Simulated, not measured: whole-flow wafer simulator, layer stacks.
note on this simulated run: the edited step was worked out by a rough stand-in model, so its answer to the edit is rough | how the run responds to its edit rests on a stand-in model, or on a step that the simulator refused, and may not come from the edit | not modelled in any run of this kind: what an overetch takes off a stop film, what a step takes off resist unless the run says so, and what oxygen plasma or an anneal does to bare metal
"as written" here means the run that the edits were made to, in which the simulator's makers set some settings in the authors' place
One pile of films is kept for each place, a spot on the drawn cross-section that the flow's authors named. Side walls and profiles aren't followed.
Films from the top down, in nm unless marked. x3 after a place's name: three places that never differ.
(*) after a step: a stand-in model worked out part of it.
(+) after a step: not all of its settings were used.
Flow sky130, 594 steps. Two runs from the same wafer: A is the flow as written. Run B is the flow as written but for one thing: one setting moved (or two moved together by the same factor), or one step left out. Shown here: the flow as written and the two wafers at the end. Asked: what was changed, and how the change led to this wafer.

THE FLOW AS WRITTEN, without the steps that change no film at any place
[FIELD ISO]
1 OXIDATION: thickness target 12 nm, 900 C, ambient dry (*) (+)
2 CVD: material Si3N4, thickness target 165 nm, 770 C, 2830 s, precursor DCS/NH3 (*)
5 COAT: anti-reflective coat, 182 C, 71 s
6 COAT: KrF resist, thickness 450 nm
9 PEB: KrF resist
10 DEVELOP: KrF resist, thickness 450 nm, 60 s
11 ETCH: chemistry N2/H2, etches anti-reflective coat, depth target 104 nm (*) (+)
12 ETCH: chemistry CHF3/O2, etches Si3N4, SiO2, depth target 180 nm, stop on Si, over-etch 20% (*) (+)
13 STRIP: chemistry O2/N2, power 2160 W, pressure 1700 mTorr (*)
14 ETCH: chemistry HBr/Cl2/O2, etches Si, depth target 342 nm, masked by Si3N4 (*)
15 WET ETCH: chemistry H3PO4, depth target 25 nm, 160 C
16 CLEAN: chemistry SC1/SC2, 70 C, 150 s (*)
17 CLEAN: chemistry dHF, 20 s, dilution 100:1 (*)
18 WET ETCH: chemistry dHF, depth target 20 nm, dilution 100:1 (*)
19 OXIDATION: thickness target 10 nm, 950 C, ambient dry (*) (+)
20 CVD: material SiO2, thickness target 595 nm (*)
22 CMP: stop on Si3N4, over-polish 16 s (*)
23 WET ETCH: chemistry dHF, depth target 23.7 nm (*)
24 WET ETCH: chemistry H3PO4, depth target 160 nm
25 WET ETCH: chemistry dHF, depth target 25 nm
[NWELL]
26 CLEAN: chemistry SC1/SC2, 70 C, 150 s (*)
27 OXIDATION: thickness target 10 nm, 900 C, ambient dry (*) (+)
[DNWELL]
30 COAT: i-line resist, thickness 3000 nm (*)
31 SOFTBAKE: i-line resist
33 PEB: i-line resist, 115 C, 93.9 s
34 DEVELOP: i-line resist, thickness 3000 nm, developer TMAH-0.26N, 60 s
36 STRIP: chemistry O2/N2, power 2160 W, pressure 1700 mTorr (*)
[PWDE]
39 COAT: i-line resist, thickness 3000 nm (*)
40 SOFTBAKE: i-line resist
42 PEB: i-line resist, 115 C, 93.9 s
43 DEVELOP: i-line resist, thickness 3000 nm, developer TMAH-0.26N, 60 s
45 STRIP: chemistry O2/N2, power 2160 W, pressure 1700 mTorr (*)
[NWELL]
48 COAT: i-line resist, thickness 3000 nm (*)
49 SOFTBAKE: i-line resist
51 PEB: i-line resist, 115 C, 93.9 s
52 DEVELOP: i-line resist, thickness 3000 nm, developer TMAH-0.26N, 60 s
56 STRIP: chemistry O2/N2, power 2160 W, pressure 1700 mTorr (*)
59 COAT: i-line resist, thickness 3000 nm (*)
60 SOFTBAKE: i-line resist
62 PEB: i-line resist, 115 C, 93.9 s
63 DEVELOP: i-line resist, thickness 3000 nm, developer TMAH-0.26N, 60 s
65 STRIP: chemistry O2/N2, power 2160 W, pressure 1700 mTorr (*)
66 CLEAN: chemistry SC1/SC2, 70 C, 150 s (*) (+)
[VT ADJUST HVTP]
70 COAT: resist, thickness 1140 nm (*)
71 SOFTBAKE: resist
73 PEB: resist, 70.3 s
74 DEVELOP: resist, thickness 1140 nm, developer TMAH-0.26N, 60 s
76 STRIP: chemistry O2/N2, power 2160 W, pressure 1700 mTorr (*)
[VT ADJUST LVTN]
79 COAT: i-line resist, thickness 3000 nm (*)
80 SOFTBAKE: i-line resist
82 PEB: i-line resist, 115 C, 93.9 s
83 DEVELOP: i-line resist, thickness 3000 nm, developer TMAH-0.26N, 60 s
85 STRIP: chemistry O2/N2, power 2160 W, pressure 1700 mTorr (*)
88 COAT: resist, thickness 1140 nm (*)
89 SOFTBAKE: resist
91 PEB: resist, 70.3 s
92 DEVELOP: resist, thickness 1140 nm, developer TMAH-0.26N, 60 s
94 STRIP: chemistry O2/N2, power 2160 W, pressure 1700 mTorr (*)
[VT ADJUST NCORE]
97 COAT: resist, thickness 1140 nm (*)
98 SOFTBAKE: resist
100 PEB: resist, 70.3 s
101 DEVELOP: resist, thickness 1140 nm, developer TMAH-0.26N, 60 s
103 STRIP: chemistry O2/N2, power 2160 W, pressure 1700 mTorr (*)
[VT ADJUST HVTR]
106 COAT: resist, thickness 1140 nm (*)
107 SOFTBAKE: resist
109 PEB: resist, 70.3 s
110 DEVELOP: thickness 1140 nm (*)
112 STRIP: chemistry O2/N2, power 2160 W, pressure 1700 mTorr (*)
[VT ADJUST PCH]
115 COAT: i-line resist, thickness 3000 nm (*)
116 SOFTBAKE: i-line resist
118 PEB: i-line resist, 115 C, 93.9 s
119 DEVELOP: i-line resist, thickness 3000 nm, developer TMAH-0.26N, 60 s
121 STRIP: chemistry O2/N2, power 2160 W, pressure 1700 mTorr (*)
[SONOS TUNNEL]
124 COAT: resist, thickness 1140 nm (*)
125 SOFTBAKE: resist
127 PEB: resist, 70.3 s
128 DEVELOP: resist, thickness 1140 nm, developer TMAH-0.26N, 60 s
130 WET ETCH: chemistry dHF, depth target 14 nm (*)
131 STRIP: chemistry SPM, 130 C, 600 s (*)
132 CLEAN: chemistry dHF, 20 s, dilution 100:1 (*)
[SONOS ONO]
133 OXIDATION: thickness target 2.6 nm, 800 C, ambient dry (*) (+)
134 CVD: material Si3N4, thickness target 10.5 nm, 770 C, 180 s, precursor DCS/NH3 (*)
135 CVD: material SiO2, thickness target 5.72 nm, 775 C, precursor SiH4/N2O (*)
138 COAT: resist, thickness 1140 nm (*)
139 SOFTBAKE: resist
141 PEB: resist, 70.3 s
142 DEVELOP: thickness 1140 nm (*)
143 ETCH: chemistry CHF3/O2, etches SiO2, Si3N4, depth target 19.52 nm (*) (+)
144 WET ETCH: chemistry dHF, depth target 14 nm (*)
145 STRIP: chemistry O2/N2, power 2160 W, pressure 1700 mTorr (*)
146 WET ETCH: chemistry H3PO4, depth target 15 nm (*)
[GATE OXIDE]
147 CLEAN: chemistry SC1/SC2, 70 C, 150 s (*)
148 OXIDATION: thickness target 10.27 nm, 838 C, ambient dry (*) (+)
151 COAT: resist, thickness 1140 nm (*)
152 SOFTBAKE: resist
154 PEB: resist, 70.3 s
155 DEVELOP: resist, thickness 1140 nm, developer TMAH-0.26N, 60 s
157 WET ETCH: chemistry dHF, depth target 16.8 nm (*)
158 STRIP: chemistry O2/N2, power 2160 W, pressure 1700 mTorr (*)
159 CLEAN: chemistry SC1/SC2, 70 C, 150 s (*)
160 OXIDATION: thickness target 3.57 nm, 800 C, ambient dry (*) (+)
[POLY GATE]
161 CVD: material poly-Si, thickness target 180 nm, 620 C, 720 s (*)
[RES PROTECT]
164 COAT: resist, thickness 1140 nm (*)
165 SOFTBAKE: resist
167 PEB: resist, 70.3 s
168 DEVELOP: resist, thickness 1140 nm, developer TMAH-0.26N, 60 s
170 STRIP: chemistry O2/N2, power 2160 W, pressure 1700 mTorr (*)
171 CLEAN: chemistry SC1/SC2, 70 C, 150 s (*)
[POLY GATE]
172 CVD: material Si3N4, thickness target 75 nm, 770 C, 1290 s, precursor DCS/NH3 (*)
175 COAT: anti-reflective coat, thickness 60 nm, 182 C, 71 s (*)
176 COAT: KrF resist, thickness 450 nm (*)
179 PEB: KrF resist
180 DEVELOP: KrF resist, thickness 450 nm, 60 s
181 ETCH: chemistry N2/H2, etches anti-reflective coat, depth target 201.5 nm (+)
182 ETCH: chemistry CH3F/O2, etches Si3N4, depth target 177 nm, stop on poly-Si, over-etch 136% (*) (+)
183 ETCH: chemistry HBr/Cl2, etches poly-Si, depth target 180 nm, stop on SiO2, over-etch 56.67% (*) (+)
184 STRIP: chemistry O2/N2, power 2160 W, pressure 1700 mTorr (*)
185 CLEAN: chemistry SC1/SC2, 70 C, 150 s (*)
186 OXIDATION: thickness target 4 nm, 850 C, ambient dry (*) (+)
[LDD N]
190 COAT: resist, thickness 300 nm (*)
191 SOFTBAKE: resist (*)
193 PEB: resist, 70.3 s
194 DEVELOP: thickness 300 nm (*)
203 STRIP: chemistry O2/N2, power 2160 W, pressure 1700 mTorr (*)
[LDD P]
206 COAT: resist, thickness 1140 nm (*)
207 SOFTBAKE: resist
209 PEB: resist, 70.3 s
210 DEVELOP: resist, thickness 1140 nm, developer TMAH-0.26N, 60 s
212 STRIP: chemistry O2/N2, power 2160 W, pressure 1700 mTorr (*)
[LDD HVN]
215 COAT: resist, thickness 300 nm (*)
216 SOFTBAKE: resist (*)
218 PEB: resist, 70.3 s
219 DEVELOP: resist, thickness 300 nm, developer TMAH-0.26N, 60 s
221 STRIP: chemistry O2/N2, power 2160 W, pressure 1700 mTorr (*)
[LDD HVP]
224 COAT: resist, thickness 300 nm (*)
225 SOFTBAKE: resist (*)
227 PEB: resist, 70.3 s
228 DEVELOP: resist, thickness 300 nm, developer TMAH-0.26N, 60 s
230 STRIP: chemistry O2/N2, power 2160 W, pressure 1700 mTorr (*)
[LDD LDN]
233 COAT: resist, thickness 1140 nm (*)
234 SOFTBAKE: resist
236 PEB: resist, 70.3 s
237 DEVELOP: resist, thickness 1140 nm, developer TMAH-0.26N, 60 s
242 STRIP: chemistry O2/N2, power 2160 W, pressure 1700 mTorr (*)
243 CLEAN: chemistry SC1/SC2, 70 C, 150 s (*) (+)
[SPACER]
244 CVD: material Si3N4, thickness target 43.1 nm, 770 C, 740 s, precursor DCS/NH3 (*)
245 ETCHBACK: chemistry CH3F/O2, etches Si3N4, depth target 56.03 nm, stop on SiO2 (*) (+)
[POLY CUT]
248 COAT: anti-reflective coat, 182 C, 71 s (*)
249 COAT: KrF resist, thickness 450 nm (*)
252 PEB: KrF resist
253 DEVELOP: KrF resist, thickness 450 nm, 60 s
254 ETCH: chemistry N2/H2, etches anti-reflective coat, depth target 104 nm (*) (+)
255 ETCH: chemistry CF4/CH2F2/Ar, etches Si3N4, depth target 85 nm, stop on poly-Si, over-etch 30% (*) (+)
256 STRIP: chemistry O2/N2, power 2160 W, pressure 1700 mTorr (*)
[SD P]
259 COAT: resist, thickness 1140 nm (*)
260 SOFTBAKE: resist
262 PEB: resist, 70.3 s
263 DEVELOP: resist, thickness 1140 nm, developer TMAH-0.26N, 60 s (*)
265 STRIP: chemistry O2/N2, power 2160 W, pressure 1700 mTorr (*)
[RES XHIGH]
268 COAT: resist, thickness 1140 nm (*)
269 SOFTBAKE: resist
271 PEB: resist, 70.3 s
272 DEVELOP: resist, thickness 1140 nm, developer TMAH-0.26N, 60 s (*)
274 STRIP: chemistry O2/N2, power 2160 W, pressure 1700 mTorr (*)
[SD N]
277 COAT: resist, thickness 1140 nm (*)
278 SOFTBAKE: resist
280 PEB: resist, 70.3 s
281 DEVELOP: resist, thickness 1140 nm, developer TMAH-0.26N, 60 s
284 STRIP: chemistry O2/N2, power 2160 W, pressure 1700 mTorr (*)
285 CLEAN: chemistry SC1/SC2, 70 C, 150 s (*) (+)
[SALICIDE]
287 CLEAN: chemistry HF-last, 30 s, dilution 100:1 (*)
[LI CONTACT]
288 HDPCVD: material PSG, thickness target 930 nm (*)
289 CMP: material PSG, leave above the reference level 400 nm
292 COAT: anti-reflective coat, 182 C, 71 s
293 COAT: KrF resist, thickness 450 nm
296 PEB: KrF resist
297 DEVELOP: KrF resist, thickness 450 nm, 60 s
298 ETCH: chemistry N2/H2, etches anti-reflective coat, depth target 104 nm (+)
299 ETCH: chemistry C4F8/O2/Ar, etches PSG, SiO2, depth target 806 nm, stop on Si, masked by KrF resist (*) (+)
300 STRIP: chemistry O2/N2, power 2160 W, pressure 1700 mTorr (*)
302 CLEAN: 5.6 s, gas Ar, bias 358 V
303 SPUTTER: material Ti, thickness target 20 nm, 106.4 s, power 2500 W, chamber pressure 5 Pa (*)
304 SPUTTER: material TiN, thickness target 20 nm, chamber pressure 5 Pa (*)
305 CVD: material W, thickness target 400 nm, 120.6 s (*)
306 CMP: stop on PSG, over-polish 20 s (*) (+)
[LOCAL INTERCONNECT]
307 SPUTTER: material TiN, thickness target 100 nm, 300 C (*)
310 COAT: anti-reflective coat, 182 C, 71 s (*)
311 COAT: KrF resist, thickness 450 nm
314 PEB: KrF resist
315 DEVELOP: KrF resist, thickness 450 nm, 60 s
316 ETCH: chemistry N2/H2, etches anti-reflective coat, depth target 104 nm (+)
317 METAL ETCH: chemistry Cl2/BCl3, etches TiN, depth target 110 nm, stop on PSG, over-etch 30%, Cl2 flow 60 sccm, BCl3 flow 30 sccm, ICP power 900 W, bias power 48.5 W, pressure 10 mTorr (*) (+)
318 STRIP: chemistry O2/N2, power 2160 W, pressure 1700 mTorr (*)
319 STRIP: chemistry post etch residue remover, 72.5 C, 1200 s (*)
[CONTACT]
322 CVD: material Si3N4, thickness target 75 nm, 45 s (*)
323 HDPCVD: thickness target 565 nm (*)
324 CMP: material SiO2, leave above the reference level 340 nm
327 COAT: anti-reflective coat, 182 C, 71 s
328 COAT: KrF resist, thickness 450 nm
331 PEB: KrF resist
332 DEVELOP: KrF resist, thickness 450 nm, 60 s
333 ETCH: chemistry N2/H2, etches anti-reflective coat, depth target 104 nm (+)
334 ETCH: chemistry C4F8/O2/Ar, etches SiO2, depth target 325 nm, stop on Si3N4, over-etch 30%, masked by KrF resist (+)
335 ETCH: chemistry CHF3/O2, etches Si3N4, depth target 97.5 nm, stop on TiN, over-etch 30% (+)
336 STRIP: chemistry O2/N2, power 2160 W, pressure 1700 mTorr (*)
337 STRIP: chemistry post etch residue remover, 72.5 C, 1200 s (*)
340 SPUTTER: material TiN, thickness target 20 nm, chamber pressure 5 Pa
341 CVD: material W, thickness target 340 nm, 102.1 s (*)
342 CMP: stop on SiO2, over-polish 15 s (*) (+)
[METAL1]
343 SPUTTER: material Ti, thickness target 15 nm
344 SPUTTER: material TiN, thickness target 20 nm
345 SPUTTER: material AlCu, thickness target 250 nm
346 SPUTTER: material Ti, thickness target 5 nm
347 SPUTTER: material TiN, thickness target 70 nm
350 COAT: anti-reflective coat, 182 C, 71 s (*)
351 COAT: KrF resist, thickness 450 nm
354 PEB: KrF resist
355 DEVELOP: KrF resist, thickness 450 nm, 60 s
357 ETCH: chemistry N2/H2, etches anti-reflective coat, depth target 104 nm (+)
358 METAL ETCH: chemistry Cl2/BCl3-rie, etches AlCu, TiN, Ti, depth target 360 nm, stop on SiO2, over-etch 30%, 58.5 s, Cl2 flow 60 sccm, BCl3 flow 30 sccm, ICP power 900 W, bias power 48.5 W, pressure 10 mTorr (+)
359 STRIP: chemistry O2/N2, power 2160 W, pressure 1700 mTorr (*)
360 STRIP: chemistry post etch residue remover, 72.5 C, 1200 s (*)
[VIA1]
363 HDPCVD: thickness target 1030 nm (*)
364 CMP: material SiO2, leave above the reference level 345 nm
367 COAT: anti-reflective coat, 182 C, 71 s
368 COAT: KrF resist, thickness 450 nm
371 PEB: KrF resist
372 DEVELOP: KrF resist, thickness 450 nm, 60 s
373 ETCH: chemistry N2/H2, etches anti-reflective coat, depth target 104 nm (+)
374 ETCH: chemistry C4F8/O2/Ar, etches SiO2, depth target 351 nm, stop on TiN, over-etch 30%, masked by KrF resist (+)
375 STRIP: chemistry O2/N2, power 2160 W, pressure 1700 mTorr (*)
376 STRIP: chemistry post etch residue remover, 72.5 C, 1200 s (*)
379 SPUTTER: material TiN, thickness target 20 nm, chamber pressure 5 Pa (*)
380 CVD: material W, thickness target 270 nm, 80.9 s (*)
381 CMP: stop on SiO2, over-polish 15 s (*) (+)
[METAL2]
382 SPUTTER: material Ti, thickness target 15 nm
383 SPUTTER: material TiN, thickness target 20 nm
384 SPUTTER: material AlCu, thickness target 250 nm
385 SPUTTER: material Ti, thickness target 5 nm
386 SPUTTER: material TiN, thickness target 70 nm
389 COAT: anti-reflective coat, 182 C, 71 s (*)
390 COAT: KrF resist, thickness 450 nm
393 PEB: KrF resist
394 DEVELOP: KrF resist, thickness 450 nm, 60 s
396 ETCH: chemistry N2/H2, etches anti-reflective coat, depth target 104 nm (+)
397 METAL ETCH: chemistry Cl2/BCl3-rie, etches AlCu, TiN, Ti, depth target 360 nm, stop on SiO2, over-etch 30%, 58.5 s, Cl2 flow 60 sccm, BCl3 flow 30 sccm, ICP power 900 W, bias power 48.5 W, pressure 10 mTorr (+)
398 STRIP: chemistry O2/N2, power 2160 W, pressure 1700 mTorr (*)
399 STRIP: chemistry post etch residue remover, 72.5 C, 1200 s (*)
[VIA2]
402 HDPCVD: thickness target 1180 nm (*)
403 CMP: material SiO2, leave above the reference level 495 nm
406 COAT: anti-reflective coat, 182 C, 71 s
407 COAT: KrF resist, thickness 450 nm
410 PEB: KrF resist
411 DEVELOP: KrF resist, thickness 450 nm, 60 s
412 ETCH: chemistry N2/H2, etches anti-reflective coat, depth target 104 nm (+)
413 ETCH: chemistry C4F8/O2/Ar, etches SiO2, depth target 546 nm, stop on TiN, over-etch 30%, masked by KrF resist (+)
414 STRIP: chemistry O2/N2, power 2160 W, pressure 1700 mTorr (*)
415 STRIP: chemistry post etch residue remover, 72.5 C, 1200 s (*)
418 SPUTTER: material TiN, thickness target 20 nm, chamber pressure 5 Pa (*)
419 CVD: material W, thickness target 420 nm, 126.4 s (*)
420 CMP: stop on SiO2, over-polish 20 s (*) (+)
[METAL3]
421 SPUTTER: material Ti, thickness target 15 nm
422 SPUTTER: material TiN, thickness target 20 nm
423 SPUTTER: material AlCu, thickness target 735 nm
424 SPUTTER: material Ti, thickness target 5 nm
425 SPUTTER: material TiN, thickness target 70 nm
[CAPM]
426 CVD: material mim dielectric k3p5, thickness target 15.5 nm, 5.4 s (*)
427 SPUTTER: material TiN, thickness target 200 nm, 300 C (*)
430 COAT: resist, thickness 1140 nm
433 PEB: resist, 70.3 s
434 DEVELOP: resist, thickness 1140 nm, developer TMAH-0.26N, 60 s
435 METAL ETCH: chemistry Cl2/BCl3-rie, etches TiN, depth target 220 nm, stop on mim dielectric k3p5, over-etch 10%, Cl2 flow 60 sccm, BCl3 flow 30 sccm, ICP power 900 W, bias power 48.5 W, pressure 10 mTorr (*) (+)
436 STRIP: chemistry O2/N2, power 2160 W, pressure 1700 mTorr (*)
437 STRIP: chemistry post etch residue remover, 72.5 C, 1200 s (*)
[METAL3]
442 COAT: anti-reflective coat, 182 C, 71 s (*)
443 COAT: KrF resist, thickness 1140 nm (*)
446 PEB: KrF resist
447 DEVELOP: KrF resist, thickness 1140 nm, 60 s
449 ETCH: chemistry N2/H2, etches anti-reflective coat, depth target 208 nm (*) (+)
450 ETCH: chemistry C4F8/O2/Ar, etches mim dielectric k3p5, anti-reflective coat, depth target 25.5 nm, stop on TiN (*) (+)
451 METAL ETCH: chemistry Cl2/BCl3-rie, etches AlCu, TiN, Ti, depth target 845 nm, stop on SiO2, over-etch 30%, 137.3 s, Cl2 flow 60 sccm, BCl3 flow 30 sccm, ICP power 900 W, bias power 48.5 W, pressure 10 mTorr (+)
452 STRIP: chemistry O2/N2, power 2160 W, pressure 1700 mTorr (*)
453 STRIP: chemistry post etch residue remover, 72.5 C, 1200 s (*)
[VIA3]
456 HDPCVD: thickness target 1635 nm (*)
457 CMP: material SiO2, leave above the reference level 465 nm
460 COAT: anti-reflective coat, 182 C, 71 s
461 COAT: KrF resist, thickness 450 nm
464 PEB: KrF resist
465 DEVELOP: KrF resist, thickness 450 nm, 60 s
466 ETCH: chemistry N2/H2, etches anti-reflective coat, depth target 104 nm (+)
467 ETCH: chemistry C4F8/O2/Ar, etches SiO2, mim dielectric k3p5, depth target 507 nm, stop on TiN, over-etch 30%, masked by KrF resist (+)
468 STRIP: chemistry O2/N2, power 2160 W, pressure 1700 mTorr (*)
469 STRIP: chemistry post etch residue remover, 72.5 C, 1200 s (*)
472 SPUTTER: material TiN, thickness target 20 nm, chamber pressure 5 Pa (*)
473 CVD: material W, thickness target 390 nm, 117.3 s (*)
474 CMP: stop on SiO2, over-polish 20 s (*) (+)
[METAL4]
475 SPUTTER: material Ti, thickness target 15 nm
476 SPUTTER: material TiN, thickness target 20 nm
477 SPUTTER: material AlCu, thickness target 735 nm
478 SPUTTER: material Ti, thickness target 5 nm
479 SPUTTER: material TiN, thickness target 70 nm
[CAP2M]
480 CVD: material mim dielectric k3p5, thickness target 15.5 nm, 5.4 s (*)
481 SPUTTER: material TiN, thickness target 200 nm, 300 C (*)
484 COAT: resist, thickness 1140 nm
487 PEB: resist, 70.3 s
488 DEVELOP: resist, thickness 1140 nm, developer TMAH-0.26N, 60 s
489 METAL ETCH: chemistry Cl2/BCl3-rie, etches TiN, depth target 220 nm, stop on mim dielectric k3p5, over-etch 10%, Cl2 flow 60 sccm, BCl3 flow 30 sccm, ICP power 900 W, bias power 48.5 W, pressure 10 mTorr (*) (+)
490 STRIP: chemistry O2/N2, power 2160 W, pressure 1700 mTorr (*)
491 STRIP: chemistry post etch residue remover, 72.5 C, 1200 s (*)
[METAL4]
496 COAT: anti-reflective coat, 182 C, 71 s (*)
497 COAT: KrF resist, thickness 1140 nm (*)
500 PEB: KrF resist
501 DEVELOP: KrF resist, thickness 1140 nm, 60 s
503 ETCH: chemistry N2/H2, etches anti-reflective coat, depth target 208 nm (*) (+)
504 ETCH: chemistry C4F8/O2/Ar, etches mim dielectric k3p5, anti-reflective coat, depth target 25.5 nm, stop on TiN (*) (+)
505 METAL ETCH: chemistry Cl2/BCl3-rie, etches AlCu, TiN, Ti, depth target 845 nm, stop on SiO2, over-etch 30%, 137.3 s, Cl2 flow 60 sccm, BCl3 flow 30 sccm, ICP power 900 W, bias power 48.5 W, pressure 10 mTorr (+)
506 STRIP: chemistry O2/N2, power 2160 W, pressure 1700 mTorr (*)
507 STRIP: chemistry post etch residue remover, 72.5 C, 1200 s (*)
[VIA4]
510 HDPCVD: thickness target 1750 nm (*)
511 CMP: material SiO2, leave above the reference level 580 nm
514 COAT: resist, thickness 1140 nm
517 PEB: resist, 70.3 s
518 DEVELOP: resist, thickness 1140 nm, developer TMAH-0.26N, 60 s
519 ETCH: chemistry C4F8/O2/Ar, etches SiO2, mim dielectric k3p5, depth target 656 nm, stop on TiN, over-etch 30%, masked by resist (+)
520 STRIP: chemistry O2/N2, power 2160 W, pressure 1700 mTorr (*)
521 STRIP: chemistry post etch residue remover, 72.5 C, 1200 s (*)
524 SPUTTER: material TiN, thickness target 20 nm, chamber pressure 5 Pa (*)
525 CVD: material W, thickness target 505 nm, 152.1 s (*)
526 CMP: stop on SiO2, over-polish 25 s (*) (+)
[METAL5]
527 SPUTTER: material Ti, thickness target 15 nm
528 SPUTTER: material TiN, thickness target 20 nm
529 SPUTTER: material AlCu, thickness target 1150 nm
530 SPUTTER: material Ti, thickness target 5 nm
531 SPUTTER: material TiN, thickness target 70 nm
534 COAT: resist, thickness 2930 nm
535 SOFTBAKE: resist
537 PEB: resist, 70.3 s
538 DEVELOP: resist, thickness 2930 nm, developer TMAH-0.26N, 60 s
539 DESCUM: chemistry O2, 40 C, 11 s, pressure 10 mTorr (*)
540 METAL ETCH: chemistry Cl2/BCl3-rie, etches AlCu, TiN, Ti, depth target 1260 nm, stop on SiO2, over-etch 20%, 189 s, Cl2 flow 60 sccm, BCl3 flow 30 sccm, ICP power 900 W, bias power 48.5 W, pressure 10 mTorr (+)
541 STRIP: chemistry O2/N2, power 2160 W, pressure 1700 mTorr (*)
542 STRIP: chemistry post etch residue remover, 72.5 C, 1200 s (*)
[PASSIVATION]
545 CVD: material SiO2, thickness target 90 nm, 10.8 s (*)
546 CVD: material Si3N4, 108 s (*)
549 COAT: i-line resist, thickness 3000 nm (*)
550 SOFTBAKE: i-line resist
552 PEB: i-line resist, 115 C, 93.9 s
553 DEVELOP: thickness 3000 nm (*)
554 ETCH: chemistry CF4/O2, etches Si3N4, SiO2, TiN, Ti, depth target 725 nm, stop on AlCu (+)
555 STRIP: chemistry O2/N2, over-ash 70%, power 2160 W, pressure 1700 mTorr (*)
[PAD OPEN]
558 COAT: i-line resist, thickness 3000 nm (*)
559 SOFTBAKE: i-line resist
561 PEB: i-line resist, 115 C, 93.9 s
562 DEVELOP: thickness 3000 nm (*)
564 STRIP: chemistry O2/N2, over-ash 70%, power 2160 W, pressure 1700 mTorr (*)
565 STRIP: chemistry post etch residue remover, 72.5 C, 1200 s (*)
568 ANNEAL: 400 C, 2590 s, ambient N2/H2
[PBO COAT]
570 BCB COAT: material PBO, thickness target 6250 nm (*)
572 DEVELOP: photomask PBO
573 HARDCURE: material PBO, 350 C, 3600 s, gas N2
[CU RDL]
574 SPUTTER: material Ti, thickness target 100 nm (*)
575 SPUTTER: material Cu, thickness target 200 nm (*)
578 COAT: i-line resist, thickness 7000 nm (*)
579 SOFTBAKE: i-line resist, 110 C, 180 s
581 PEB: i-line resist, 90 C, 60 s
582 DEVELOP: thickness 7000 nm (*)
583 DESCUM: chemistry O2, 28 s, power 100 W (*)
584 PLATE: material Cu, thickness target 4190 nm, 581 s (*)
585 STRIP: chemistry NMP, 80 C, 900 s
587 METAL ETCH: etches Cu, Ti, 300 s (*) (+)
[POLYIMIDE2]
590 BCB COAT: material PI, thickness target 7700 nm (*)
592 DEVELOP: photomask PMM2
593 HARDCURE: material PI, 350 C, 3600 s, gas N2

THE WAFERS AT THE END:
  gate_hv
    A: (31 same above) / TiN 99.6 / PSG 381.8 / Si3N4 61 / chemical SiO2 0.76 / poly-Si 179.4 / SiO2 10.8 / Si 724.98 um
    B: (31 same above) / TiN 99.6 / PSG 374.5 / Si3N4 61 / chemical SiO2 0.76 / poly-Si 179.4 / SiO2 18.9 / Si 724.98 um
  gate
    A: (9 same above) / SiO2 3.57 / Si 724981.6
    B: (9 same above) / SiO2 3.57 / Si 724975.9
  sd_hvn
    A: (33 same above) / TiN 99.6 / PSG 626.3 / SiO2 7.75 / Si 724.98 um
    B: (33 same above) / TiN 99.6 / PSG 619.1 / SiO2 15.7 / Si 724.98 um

The cause: step 27, OXIDATION: 1012 C was run, where the flow has 900 C.

How the change led to this, step by step:
  27 OXIDATION: thickness target 10 nm, 900 C, ambient dry (*) (+)
      active, n_well, p_well and 100 more: A SiO2 +10 (new film), chemical SiO2 -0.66 (all of it), Si -4.11 | B SiO2 +29.1 (new film), chemical SiO2 -0.66 (all of it), Si -12.5
      mim, vpp_sp, vpp_ln and 62 more: A SiO2 +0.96, Si -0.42 | B SiO2 +3.84, Si -1.69
      (and at 22 more places)
  31 SOFTBAKE: i-line resist
      gate_p_lvt_sd_len, spacer_hv5: A i-line resist +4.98 | B i-line resist +4.39
      m1: A i-line resist +5.34 | B i-line resist +4.68
      (and at 61 more places)
  40 SOFTBAKE: i-line resist
      gate_p_lvt_sd_len, spacer_hv5: A i-line resist +4.98 | B i-line resist +4.39
      m1: A i-line resist +5.34 | B i-line resist +4.68
      (and at 61 more places)
  49 SOFTBAKE: i-line resist
      gate_p_lvt_sd_len, spacer_hv5: A i-line resist +4.98 | B i-line resist +4.39
      m1: A i-line resist +5.34 | B i-line resist +4.68
      (and at 61 more places)
  60 SOFTBAKE: i-line resist
      gate_p_lvt_sd_len, spacer_hv5: A i-line resist +4.98 | B i-line resist +4.39
      m1: A i-line resist +5.34 | B i-line resist +4.68
      (and at 61 more places)
  71 SOFTBAKE: resist
      gate_hv_pwblk: A resist +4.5 | B resist +3.93
      ndiff_licon_cpp: A resist +4.39 | B resist +3.85
      (and at 2 more places)
  80 SOFTBAKE: i-line resist
      m1: A i-line resist +5.35 | B i-line resist +4.68
      sonos_cell: A i-line resist +6.18 | B i-line resist +5.42
      (and at 63 more places)
  89 SOFTBAKE: resist
      gate_hv_pwblk: A resist +4.5 | B resist +3.93
      ndiff_licon_cpp: A resist +4.39 | B resist +3.85
      (and at 2 more places)
  98 SOFTBAKE: resist
      gate_hv_pwblk: A resist +4.5 | B resist +3.93
      ndiff_licon_cpp: A resist +4.39 | B resist +3.85
      (and at 2 more places)
  107 SOFTBAKE: resist
      gate_hv_pwblk: A resist +4.5 | B resist +3.93
      ndiff_licon_cpp: A resist +4.39 | B resist +3.85
      (and at 2 more places)
  116 SOFTBAKE: i-line resist
      m1: A i-line resist +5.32 | B i-line resist +4.66
      sonos_cell: A i-line resist +6.16 | B i-line resist +5.39
      (and at 63 more places)
  125 SOFTBAKE: resist
      gate_hv_pwblk: A resist +4.5 | B resist +3.93
      ndiff_licon_cpp: A resist +4.39 | B resist +3.85
      (and at 2 more places)
  130 WET ETCH: chemistry dHF, depth target 14 nm (*)
      sonos_cell, sonos_sd, sonos_cell_x: A SiO2 -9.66 (all of it) | B SiO2 -14
      n_well: A SiO2 -9.66 (all of it) | B SiO2 -16.4
  131 STRIP: chemistry SPM, 130 C, 600 s (*)
      n_well, sonos_cell, sonos_sd, sonos_cell_x: A chemical SiO2 +0.8 (new film), Si -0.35 | B nothing
  132 CLEAN: chemistry dHF, 20 s, dilution 100:1 (*)
      sonos_cell, sonos_sd, sonos_cell_x: A chemical SiO2 -0.8 (all of it) | B SiO2 -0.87
      n_well: A chemical SiO2 -0.8 (all of it) | B SiO2 -1.03
  133 OXIDATION: thickness target 2.6 nm, 800 C, ambient dry (*) (+)
      sonos_cell, sonos_sd, sonos_cell_x: A SiO2 +2.6 (new film), Si -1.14 | B SiO2 +1.74, Si -0.77
      n_well: A SiO2 +2.6 (new film), Si -1.14 | B SiO2 +1.86, Si -0.82
  ... 28 more steps ...
  306 CMP: stop on PSG, over-polish 20 s (*) (+)
      poly_licon: A W -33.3 | B W -40.9
